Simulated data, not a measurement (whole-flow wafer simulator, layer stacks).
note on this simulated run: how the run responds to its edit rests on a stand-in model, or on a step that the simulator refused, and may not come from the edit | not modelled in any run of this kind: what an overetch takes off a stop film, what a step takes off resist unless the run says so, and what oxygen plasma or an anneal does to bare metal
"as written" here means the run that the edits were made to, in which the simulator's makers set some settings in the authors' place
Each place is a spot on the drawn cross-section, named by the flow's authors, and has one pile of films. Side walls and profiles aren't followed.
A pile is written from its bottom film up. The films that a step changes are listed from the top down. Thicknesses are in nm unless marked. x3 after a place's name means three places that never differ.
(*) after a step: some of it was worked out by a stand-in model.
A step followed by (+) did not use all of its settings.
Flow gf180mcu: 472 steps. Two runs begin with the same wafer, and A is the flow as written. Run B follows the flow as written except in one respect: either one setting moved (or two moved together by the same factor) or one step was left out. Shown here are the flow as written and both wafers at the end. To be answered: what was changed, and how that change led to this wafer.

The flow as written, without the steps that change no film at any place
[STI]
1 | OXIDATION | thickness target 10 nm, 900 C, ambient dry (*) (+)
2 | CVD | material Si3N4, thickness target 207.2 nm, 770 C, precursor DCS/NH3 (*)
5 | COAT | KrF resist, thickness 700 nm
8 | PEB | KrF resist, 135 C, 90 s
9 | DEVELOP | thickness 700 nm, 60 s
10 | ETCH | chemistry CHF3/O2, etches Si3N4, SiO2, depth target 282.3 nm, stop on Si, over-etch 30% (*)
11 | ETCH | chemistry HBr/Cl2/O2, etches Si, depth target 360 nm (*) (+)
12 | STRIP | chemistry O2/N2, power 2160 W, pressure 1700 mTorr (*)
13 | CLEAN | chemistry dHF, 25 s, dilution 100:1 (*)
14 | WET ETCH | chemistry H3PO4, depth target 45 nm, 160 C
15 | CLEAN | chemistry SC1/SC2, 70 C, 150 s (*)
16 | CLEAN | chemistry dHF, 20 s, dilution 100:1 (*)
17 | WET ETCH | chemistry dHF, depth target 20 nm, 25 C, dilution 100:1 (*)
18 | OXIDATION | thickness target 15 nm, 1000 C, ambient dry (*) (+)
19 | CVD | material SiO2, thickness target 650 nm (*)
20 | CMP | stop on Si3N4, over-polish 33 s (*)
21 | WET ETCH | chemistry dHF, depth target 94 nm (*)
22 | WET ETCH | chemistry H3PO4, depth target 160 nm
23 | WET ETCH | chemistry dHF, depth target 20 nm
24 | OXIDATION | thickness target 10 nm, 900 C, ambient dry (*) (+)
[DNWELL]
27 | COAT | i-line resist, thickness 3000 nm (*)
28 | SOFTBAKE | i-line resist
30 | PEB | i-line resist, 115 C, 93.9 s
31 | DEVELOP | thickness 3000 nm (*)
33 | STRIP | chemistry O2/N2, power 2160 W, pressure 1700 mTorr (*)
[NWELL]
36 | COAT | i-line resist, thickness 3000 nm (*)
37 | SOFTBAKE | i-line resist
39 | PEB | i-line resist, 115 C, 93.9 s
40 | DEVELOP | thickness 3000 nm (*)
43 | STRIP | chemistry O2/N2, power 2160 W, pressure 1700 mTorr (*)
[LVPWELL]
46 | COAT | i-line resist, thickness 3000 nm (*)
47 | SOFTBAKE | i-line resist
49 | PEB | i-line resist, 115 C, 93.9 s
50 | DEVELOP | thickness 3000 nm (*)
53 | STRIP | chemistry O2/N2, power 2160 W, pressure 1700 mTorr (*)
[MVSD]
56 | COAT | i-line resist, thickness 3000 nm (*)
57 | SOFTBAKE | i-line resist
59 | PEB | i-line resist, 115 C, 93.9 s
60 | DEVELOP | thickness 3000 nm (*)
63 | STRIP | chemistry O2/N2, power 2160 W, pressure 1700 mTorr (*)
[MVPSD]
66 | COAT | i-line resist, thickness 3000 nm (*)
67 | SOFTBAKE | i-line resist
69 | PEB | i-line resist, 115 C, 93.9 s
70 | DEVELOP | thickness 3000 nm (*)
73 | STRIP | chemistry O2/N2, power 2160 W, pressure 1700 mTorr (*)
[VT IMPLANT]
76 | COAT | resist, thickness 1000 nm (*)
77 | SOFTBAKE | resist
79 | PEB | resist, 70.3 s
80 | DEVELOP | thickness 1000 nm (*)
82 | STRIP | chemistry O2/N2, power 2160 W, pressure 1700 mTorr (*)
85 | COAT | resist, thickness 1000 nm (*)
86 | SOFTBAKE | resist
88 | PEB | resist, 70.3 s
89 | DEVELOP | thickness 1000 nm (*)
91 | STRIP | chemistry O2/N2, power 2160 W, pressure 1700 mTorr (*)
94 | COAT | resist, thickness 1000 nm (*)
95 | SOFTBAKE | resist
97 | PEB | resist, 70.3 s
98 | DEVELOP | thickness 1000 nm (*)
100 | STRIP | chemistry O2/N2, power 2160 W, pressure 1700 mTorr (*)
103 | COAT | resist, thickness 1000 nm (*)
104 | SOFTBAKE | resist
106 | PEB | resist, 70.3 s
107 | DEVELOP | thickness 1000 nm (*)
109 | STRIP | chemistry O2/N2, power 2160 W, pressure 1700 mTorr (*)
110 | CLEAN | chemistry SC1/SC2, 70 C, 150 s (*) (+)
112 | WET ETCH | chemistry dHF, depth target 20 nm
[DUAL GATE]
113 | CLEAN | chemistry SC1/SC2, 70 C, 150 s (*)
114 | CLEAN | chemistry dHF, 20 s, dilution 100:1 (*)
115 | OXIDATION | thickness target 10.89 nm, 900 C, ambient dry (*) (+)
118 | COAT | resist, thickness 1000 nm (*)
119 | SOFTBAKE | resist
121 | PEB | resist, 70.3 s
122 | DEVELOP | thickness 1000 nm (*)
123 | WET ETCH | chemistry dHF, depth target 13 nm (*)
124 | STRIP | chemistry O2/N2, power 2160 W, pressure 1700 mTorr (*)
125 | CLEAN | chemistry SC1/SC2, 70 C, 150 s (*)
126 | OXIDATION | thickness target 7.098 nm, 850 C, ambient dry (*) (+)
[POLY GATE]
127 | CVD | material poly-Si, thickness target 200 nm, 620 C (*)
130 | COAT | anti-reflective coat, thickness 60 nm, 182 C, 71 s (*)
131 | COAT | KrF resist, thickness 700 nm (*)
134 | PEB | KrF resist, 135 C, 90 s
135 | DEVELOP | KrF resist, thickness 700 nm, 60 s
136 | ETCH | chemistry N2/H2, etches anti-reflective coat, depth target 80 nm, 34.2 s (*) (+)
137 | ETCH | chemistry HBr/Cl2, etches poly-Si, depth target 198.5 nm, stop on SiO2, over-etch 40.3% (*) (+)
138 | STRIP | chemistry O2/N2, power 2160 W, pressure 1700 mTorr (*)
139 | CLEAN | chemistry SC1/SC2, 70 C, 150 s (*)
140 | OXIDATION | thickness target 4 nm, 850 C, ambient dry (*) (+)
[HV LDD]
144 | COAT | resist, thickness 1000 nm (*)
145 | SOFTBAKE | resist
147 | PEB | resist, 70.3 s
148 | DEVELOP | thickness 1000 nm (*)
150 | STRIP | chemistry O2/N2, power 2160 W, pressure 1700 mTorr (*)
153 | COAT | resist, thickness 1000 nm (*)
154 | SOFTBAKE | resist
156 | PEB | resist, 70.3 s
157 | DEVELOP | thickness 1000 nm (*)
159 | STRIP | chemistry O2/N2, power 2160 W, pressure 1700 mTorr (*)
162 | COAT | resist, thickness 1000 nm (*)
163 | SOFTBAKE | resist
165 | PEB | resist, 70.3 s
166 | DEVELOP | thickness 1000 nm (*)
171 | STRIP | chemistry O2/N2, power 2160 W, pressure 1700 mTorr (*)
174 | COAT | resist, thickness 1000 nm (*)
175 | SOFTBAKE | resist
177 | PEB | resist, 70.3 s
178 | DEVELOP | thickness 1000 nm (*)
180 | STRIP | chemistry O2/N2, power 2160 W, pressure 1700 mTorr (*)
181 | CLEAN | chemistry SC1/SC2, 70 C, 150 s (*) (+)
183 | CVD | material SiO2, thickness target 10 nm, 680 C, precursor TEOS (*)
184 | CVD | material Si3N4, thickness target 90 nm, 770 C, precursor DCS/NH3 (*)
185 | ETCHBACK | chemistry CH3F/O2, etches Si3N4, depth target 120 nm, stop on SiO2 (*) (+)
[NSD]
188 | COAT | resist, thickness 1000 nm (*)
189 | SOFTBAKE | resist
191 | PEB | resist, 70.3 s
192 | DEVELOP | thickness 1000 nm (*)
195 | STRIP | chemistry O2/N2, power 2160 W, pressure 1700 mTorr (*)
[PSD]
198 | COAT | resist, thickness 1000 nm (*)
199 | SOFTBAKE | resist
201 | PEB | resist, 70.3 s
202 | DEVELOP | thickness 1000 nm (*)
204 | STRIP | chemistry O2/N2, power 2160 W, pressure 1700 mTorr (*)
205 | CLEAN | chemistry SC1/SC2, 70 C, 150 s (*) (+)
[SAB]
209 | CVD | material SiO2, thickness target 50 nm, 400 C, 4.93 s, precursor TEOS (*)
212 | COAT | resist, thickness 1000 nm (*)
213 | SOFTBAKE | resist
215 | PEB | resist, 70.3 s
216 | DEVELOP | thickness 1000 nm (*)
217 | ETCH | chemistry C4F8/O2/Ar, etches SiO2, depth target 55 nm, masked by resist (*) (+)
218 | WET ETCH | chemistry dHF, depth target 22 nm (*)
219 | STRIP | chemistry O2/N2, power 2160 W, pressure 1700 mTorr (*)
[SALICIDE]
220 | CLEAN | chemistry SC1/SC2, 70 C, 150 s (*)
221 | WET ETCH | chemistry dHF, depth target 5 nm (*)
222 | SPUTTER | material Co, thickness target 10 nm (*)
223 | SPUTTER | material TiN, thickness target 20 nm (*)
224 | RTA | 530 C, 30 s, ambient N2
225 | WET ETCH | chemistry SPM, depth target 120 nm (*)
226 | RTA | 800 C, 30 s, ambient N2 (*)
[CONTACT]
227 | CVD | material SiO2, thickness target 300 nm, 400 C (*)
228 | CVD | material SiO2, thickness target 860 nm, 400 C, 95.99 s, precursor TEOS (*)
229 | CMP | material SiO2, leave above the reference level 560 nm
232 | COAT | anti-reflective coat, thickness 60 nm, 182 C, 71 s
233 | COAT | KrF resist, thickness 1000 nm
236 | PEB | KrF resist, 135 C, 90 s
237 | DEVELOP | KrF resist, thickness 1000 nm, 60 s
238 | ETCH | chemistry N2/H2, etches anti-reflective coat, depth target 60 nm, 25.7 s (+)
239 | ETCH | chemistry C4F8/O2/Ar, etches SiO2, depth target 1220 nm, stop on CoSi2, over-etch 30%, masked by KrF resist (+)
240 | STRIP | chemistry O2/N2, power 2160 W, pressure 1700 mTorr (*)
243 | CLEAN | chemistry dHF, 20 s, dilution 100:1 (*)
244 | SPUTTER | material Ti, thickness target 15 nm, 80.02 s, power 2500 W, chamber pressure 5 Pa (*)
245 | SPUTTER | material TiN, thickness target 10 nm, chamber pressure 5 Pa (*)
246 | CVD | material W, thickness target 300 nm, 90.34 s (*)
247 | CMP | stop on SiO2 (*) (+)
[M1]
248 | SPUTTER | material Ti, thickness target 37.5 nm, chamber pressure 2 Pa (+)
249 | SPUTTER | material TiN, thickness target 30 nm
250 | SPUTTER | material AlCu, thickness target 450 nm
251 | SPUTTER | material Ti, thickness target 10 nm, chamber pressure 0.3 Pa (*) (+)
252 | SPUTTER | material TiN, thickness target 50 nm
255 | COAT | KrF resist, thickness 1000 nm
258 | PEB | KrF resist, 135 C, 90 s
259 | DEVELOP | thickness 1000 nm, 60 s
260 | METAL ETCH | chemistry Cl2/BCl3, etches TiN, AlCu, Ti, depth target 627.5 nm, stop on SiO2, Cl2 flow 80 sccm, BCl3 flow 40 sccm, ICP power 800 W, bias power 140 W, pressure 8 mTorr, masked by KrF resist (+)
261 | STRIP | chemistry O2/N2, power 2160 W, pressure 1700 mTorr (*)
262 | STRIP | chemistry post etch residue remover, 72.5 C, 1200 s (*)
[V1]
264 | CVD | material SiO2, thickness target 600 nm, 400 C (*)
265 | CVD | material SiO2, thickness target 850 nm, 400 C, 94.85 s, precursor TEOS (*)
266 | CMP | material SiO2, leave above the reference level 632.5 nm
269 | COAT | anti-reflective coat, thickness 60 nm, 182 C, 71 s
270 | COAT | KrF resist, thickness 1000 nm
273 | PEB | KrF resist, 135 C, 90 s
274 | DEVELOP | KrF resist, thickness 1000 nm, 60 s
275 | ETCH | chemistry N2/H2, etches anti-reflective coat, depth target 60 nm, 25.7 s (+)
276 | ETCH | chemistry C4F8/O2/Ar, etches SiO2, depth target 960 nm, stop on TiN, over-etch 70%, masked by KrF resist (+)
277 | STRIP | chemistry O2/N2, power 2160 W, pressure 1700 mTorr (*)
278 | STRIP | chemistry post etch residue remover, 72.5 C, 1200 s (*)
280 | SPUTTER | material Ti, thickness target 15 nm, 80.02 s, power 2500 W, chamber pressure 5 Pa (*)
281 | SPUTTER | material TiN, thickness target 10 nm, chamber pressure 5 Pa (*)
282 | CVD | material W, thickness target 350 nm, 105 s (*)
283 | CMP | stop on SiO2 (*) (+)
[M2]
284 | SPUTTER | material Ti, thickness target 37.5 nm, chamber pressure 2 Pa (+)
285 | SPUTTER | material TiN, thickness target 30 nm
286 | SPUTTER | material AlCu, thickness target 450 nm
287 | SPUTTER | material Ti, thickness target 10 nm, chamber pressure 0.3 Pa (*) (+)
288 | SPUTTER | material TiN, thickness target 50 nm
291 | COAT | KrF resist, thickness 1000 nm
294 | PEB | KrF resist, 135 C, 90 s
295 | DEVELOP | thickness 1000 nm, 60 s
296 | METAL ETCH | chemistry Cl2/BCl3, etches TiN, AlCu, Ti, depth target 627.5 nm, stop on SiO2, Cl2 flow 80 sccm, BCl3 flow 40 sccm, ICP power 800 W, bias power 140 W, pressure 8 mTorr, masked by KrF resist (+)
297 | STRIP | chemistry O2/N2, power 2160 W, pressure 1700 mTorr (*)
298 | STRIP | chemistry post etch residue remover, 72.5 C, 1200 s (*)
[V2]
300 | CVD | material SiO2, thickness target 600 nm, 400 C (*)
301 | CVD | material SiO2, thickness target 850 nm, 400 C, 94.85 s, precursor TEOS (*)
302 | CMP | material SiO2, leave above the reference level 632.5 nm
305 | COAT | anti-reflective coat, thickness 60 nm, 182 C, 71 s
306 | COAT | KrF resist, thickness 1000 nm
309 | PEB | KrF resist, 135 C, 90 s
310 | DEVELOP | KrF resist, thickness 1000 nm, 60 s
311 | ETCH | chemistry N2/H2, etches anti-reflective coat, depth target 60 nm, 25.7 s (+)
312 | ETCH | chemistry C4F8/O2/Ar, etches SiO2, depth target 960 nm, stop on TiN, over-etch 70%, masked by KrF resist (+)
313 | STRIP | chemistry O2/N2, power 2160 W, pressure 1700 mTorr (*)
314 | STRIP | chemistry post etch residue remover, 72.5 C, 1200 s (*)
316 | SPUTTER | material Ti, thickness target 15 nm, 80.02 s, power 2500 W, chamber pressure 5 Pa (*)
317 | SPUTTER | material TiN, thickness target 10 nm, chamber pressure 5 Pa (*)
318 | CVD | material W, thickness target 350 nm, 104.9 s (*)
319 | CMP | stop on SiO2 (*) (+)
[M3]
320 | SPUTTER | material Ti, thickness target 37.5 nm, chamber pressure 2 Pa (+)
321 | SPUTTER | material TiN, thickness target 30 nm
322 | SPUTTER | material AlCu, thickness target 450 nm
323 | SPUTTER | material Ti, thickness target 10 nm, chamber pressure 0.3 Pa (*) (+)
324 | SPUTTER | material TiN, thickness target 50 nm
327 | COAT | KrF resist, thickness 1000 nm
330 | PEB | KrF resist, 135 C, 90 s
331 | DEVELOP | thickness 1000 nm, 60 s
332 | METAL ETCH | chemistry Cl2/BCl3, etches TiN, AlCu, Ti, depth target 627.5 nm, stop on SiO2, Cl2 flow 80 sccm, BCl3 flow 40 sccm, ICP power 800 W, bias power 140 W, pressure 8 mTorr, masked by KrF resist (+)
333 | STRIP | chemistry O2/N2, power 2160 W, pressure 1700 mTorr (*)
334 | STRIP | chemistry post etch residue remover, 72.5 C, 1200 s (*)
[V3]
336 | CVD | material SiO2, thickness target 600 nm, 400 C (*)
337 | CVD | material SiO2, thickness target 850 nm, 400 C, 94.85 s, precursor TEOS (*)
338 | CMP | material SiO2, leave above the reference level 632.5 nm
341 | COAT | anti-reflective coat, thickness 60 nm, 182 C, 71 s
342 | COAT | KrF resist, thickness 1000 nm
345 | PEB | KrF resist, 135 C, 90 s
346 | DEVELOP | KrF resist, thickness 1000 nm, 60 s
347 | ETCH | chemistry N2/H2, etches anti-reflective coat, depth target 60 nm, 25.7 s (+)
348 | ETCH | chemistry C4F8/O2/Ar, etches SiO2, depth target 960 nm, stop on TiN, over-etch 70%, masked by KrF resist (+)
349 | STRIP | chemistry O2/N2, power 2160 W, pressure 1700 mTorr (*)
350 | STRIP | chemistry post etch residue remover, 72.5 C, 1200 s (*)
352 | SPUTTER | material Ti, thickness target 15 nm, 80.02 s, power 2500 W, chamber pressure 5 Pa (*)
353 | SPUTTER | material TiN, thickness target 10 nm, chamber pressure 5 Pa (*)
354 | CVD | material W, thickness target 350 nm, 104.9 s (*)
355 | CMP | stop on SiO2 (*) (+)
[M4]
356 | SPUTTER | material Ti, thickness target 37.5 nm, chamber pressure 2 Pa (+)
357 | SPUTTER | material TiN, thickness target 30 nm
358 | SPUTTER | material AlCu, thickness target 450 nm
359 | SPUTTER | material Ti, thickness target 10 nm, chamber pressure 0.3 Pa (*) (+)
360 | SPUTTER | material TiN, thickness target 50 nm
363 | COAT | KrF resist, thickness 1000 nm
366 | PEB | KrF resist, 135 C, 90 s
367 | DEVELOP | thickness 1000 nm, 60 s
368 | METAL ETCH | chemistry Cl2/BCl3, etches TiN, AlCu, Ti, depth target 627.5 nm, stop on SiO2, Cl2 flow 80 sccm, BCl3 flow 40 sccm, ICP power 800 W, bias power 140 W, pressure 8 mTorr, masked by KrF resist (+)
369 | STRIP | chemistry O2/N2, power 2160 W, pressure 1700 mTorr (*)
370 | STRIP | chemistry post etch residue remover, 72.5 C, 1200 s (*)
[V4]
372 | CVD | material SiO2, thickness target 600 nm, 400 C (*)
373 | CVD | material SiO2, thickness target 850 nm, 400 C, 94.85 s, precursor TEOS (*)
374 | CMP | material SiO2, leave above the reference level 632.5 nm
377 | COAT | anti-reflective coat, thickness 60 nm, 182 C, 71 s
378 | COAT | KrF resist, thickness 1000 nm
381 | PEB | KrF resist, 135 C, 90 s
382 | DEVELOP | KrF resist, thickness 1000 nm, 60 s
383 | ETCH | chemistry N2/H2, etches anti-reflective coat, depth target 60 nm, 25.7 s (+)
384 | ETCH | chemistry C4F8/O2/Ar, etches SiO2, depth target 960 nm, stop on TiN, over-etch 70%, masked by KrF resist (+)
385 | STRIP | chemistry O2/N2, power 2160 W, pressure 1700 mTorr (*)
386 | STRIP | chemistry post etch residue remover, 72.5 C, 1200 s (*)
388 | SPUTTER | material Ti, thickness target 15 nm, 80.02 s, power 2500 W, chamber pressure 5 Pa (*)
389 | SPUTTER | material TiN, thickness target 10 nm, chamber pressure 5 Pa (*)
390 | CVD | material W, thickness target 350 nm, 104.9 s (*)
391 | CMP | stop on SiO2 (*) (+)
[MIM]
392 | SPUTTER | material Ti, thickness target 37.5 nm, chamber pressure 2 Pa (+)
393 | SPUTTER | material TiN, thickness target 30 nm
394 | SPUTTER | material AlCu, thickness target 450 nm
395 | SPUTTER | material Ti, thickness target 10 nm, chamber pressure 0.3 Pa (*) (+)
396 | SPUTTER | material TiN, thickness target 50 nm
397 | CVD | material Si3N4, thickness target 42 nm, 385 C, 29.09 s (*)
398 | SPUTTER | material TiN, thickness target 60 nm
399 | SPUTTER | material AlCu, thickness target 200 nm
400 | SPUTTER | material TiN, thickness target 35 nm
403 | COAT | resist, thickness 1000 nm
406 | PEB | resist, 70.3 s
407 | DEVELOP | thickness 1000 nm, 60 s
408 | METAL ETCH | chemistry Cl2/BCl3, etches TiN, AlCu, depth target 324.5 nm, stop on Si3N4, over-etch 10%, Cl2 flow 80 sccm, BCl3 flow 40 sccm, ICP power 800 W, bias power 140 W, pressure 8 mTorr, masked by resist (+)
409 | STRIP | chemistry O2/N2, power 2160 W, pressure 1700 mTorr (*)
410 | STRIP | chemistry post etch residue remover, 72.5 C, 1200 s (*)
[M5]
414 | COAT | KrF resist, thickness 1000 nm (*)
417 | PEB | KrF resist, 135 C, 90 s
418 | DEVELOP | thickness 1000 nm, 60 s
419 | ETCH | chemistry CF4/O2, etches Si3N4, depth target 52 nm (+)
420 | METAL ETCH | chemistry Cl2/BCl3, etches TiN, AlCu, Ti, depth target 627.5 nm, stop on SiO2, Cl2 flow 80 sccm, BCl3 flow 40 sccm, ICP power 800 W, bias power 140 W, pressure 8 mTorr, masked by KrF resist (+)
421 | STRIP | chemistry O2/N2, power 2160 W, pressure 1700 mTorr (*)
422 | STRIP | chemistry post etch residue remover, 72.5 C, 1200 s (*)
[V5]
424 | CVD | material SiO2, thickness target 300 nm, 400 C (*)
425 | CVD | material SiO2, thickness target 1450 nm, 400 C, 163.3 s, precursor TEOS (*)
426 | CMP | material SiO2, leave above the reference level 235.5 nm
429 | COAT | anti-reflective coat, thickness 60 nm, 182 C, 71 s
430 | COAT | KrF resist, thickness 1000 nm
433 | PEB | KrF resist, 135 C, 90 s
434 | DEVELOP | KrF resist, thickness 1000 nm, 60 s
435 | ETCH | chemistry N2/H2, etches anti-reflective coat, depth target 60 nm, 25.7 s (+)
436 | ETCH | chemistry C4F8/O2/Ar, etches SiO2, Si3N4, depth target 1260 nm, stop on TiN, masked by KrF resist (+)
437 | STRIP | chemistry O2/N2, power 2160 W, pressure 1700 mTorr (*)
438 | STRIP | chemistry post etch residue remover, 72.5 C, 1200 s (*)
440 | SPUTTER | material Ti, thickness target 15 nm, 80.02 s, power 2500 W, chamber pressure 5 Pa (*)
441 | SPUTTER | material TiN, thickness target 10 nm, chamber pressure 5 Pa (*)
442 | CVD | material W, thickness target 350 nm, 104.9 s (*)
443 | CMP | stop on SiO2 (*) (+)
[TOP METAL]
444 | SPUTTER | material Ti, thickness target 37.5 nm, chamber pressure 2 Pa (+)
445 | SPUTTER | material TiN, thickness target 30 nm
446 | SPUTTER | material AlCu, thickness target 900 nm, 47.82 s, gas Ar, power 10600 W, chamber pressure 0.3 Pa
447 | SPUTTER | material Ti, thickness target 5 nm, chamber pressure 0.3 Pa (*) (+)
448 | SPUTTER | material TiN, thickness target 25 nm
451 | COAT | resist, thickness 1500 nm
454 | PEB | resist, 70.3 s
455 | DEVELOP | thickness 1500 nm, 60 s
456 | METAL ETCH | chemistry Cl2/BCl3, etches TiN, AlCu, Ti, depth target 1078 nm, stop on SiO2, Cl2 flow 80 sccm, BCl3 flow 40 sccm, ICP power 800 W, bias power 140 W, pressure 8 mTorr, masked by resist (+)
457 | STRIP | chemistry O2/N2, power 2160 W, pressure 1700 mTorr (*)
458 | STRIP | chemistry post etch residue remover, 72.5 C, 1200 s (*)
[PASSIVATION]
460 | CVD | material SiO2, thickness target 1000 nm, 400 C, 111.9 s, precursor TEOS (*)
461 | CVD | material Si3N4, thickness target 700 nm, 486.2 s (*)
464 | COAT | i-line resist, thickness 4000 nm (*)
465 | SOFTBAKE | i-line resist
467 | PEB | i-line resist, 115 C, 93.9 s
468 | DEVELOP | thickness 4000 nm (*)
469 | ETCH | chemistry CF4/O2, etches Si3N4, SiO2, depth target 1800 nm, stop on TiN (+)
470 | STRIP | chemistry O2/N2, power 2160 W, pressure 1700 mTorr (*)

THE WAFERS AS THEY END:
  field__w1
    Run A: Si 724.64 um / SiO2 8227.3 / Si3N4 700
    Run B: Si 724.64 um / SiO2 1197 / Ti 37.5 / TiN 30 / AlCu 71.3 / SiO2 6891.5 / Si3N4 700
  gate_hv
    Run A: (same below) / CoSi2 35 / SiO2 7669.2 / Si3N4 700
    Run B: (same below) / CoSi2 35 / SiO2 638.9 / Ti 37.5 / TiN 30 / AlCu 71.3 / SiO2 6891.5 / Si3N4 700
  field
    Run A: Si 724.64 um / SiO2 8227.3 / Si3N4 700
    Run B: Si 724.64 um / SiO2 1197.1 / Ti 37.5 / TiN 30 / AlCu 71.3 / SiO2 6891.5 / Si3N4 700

What caused this: step 260, METAL ETCH: depth target 433 nm was run, whereas the flow has depth target 627.5 nm.

Step by step, how the change led to this:
  260 | METAL ETCH | chemistry Cl2/BCl3, etches TiN, AlCu, Ti, depth target 627.5 nm, stop on SiO2, Cl2 flow 80 sccm, BCl3 flow 40 sccm, ICP power 800 W, bias power 140 W, pressure 8 mTorr, masked by KrF resist (+)
      field, field__w1, field__w2 and 99 more: A -50 TiN (all of it), -10 Ti (all of it), -450 AlCu (all of it), -30 TiN (all of it), -37.5 Ti (all of it) | B -50 TiN (all of it), -10 Ti (all of it), -373 AlCu
      field__w8, contact, m1 and 6 more: A -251 KrF resist | B -173.2 KrF resist
  261 | STRIP | chemistry O2/N2, power 2160 W, pressure 1700 mTorr (*)
      field__w8, contact, m1 and 6 more: A -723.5 KrF resist (all of it) | B -801.3 KrF resist (all of it)
  262 | STRIP | chemistry post etch residue remover, 72.5 C, 1200 s (*)
      field, field__w1, field__w2 and 99 more: A nothing | B -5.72 AlCu
  264 | CVD | material SiO2, thickness target 600 nm, 400 C (*)
      field, field__w1, field__w2 and 99 more: A +600 SiO2 | B +600 SiO2 (new film)
  266 | CMP | material SiO2, leave above the reference level 632.5 nm
      field, field__w1, field__w2 and 99 more: A -300 SiO2 | B -438.8 SiO2
Taking metal films that touch as one body, field__w1 has 1 body; the flow as written gives 0 bodies.
Taking metal films that touch as one body, gate_hv has 2 bodies (between them, from the top down: SiO2 638.9); the flow as written gives 1 body.
Taking metal films that touch as one body, field has 1 body; the flow as written gives 0 bodies.
